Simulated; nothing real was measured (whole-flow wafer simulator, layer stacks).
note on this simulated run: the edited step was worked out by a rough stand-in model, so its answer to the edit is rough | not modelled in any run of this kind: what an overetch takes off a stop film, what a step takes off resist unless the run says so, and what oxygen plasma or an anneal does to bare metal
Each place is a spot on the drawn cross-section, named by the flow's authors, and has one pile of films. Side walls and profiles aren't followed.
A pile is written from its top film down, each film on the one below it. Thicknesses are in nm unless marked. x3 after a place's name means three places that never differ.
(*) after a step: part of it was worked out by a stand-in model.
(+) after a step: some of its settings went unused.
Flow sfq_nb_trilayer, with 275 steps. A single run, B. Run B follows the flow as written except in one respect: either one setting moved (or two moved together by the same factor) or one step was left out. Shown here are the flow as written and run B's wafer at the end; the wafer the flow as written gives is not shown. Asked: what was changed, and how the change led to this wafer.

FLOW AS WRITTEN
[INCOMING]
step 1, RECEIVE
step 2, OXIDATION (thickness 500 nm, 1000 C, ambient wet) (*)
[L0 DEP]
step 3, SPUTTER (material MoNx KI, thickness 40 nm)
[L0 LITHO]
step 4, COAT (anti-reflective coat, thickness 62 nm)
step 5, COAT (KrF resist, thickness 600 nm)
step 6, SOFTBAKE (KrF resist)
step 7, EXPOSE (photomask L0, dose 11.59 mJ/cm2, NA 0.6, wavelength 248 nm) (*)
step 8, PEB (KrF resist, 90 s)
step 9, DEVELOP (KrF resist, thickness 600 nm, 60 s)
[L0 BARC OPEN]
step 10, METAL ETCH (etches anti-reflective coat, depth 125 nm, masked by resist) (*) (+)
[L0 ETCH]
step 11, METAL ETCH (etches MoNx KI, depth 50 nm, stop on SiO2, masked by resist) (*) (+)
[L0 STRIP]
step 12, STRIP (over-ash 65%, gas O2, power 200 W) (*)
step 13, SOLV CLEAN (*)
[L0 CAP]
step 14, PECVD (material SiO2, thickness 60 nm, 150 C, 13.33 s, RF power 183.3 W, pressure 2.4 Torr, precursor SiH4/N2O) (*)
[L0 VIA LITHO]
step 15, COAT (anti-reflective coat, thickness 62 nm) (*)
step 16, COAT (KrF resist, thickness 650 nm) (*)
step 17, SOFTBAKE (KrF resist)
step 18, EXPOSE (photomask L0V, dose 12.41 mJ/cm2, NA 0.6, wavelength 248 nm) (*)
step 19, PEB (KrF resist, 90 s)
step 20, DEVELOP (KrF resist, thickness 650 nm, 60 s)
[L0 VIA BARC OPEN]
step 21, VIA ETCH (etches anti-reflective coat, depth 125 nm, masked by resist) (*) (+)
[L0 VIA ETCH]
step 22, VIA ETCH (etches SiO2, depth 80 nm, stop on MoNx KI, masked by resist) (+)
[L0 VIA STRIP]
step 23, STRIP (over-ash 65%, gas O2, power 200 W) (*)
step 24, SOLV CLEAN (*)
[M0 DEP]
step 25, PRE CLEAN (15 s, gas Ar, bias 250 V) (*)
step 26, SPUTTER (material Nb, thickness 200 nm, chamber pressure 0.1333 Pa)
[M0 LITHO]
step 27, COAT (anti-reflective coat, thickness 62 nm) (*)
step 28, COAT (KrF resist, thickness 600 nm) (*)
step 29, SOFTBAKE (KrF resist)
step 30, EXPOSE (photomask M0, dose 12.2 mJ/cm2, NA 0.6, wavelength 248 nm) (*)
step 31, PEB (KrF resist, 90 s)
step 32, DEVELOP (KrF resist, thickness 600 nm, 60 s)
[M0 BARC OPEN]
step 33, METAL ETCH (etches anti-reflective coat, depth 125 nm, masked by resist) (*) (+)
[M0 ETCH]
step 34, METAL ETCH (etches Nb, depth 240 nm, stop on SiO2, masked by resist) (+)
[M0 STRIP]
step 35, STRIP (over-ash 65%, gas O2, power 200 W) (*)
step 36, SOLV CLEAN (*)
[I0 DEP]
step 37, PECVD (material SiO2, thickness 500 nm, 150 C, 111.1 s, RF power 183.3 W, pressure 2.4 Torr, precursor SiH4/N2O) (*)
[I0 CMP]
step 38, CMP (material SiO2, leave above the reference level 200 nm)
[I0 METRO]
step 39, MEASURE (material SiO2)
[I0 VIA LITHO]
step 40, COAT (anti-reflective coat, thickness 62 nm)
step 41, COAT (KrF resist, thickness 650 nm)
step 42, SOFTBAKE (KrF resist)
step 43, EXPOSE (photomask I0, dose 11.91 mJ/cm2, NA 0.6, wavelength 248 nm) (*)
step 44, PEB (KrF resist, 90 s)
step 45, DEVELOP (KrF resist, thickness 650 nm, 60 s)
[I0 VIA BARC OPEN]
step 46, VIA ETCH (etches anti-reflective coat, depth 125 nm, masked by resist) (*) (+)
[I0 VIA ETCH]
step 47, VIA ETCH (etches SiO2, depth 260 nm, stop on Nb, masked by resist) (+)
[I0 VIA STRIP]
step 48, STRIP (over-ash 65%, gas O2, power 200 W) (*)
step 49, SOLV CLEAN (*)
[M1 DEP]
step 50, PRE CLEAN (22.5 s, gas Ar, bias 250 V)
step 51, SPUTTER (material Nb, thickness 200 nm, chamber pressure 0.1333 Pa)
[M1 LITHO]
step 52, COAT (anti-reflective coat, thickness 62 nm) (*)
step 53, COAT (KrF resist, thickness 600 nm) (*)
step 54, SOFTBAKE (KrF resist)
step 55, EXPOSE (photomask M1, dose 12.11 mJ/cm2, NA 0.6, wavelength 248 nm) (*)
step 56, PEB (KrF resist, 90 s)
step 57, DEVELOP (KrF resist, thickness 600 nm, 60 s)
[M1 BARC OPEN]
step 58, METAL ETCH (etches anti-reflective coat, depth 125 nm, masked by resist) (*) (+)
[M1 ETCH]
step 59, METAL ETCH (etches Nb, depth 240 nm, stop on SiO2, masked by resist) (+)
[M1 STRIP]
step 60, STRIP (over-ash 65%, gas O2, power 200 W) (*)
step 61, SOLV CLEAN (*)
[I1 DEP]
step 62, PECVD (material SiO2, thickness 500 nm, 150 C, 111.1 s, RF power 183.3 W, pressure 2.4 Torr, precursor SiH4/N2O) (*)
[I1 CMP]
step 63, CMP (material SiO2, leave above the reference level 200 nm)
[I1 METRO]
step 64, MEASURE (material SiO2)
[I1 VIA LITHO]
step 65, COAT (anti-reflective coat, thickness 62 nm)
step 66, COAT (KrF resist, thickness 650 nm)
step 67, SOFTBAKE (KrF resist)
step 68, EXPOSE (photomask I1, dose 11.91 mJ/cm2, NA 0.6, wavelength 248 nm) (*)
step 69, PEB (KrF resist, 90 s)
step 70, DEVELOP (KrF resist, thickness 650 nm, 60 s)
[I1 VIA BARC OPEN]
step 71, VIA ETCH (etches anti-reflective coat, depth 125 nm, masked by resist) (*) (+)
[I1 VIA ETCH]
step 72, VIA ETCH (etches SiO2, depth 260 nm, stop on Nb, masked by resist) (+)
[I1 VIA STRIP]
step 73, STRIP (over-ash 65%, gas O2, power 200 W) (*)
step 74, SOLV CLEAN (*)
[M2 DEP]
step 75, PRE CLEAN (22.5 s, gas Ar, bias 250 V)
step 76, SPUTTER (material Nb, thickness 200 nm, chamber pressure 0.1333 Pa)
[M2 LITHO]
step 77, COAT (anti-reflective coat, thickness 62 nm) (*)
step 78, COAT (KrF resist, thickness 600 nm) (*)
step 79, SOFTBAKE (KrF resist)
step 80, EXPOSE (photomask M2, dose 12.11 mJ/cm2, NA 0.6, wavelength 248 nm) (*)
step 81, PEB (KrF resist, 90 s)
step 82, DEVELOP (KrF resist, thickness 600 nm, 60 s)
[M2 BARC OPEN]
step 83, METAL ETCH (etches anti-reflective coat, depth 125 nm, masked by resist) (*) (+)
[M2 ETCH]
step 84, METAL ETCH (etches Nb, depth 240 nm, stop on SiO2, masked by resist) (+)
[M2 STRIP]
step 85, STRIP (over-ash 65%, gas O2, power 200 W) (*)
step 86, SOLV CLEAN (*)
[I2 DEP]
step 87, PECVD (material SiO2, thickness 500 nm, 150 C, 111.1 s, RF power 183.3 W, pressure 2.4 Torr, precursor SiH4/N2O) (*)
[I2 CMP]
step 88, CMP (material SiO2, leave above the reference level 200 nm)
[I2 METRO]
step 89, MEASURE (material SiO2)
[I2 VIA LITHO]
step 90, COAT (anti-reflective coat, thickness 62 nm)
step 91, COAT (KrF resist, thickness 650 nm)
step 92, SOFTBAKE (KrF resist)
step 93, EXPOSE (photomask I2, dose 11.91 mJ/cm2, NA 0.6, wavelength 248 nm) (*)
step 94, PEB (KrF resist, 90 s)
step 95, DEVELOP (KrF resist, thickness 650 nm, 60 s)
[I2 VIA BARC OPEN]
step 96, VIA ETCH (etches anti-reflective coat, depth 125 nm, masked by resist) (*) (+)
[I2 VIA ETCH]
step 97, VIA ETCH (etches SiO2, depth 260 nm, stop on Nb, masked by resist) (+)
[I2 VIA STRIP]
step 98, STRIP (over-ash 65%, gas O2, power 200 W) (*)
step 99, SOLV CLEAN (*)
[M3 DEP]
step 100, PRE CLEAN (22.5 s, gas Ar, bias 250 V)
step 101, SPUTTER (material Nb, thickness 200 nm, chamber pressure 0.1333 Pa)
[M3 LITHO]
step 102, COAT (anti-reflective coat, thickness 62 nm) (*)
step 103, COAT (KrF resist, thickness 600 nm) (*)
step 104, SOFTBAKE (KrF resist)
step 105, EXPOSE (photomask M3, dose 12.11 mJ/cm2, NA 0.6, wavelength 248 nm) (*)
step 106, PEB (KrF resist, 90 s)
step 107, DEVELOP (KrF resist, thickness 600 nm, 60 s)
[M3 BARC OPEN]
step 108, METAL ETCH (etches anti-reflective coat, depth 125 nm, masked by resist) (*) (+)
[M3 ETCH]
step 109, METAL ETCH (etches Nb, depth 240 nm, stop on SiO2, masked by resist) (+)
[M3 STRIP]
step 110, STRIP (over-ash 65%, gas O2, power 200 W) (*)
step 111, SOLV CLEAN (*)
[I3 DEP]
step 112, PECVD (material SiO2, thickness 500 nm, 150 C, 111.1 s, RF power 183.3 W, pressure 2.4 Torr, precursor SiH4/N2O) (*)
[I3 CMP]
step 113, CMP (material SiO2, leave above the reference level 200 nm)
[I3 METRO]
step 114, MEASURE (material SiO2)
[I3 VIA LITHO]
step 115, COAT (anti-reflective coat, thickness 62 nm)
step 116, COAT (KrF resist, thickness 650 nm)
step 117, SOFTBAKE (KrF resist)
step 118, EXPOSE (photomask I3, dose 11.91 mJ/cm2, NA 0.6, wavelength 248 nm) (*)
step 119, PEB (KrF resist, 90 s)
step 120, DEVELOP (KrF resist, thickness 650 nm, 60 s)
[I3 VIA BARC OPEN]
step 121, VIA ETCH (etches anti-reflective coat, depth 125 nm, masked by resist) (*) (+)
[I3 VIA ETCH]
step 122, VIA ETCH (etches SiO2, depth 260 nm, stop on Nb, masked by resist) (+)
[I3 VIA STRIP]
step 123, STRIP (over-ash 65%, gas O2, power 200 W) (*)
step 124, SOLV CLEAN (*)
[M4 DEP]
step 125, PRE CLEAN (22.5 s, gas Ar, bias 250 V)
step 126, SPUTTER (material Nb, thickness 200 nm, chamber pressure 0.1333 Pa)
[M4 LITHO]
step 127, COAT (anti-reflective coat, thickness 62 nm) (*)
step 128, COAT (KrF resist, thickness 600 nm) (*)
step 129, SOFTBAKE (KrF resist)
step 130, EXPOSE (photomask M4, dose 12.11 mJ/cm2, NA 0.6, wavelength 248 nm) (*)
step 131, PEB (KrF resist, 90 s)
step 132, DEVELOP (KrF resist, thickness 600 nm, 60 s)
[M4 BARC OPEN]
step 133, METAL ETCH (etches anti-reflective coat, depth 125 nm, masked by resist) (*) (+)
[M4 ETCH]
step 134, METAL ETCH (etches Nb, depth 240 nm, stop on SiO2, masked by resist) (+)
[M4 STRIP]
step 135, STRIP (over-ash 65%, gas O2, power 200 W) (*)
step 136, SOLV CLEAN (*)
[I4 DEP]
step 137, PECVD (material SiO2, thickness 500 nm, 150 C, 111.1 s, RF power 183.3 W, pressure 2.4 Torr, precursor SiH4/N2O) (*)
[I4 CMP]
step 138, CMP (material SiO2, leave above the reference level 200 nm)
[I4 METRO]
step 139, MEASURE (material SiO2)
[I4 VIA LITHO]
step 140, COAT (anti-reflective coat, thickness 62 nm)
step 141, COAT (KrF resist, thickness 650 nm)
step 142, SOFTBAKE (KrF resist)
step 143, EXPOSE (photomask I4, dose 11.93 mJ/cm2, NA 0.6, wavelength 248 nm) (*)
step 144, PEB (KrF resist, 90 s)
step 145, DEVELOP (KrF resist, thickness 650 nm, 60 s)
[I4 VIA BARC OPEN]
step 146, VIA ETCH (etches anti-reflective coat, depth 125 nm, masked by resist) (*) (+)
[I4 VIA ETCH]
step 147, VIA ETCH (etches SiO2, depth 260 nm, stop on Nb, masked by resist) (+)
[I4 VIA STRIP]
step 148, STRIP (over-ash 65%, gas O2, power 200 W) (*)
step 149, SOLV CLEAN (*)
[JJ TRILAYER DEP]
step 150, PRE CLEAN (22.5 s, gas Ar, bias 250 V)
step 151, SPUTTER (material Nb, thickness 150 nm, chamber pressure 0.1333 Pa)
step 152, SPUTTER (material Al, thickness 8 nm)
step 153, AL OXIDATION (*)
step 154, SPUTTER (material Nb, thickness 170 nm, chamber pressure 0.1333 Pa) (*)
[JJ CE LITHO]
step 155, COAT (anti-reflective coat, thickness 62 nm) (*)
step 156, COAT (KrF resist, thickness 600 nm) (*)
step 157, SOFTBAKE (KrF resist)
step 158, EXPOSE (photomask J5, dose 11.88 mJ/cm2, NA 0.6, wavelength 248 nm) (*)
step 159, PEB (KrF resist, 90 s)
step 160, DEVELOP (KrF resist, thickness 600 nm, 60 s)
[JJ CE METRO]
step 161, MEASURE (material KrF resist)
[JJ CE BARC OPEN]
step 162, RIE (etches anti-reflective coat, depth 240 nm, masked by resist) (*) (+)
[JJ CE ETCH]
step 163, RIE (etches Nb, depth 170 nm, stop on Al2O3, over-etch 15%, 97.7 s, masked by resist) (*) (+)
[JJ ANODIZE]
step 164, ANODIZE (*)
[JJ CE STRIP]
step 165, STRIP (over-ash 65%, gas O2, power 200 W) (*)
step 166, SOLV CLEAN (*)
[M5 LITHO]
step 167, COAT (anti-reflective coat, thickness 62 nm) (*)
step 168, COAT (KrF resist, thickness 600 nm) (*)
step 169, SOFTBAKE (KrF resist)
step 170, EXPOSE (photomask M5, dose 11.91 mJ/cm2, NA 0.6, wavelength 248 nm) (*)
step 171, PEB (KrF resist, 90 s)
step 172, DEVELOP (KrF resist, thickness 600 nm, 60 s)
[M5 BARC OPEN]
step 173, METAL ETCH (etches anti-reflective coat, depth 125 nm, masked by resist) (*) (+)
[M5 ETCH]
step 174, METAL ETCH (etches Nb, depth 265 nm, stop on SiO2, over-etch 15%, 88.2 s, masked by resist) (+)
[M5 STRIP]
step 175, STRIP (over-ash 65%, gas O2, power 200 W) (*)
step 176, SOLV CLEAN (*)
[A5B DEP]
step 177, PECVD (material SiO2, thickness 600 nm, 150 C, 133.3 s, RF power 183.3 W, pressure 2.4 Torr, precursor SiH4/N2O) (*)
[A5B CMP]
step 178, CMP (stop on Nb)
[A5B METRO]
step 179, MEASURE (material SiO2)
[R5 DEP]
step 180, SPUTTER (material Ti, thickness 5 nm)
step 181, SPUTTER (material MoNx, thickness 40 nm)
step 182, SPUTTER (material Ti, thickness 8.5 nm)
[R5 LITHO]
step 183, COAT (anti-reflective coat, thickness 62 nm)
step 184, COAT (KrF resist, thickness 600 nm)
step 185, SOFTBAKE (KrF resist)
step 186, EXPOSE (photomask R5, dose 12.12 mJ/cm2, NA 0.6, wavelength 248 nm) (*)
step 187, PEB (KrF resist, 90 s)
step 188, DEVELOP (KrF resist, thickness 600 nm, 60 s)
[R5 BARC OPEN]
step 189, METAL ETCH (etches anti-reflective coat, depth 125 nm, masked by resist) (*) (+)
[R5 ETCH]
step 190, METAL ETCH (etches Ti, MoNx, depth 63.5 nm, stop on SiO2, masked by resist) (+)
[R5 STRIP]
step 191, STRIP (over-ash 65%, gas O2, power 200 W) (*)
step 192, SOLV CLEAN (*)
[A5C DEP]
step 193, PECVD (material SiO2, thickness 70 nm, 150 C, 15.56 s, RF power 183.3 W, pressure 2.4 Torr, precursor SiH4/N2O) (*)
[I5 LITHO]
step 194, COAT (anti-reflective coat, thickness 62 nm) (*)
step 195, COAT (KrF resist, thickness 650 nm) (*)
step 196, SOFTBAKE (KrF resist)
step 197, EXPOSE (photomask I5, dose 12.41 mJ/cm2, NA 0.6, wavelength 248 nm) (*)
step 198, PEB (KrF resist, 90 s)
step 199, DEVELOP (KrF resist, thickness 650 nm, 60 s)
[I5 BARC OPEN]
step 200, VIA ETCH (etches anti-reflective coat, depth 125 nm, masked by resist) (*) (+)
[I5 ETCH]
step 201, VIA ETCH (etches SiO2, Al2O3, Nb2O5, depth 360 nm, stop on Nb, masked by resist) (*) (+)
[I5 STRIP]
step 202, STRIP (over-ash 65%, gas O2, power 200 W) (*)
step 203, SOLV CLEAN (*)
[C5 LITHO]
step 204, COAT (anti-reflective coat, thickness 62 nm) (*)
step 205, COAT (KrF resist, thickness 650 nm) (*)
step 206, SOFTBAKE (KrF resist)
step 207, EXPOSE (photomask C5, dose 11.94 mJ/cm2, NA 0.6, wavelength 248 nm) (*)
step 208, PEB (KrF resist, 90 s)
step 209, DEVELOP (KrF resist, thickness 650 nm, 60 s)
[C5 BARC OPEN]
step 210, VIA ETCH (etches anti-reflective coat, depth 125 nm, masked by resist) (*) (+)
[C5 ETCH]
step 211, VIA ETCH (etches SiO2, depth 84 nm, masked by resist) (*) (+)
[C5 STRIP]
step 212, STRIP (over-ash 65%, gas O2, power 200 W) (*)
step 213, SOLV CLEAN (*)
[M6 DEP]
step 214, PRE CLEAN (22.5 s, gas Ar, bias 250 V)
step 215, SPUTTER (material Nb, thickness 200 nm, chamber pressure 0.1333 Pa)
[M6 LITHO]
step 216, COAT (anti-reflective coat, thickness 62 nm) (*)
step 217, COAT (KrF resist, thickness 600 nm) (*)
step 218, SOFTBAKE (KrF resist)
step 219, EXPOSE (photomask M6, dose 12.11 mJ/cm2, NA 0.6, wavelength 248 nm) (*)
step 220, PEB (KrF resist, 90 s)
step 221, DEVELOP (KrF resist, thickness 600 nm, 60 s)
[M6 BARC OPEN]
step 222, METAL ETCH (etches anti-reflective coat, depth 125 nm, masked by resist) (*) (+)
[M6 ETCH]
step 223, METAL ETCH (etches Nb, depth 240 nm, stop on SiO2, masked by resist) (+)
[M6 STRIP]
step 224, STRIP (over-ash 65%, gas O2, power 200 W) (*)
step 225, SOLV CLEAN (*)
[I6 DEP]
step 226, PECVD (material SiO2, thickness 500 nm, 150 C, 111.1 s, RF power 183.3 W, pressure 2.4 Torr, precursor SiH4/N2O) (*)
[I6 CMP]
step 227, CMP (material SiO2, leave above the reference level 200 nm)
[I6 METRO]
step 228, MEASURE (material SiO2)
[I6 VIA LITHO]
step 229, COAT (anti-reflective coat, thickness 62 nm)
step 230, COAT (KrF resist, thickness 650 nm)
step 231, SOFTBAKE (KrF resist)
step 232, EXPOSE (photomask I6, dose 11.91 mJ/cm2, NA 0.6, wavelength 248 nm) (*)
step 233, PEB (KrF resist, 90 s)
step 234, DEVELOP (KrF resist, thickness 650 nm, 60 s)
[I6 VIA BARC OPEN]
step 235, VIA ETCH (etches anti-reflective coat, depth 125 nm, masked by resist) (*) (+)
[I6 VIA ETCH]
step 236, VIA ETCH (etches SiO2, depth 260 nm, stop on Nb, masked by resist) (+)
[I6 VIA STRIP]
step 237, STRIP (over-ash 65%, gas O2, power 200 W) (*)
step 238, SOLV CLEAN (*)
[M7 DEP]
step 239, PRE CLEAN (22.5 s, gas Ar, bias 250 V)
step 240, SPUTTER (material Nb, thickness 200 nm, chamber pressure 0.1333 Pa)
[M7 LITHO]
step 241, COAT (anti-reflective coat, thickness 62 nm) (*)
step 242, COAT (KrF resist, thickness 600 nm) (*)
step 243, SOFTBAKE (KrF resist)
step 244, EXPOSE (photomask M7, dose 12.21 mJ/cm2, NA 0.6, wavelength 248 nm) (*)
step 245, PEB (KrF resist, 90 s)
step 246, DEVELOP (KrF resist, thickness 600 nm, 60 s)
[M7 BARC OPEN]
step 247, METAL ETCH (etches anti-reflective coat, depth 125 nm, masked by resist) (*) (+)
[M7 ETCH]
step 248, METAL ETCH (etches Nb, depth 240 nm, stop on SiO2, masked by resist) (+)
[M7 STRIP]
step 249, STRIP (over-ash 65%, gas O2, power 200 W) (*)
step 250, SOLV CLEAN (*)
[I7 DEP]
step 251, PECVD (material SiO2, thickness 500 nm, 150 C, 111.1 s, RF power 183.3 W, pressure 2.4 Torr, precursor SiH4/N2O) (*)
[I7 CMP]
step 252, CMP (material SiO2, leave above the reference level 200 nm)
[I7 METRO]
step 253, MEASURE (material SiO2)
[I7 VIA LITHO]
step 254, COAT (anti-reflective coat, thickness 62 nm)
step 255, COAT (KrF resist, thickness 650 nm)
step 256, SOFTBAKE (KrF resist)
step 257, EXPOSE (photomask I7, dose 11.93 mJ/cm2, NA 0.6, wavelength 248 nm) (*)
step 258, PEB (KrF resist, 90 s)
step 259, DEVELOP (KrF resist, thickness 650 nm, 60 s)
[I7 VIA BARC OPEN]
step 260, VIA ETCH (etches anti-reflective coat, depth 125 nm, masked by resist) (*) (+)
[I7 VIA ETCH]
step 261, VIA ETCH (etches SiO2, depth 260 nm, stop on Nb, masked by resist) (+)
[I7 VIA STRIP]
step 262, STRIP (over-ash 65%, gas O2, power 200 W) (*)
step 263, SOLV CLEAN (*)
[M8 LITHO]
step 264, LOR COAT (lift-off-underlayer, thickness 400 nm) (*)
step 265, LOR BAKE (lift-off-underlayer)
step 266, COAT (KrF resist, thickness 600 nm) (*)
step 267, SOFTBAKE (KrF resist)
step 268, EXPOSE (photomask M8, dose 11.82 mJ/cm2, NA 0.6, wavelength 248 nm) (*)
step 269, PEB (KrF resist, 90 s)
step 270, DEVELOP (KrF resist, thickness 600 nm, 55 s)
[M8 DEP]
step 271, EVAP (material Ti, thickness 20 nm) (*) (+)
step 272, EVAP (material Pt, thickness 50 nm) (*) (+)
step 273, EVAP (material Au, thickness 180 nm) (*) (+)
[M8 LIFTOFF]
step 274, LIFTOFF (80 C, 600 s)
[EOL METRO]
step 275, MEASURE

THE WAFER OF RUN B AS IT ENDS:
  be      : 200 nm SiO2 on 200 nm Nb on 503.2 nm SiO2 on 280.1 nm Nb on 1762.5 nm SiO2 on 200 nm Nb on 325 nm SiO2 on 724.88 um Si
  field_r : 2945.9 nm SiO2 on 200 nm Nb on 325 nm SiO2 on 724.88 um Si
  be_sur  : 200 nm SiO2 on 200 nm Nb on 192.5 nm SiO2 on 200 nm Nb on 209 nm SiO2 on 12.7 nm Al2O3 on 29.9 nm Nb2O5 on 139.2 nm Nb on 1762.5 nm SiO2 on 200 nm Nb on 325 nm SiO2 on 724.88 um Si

What caused this: step 2, OXIDATION: thickness 270 nm was run, though the flow has thickness 500 nm.

How this came from the change, step by step:
  step 2, OXIDATION (thickness 500 nm, 1000 C, ambient wet) (*)
      field_l, v_sur, via_wl and 103 more: +270 SiO2 (new film), -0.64 chemical SiO2 (all of it), -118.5 Si (in the flow as written it would be: +500 SiO2 (new film), -0.64 chemical SiO2 (all of it), -219.7 Si)
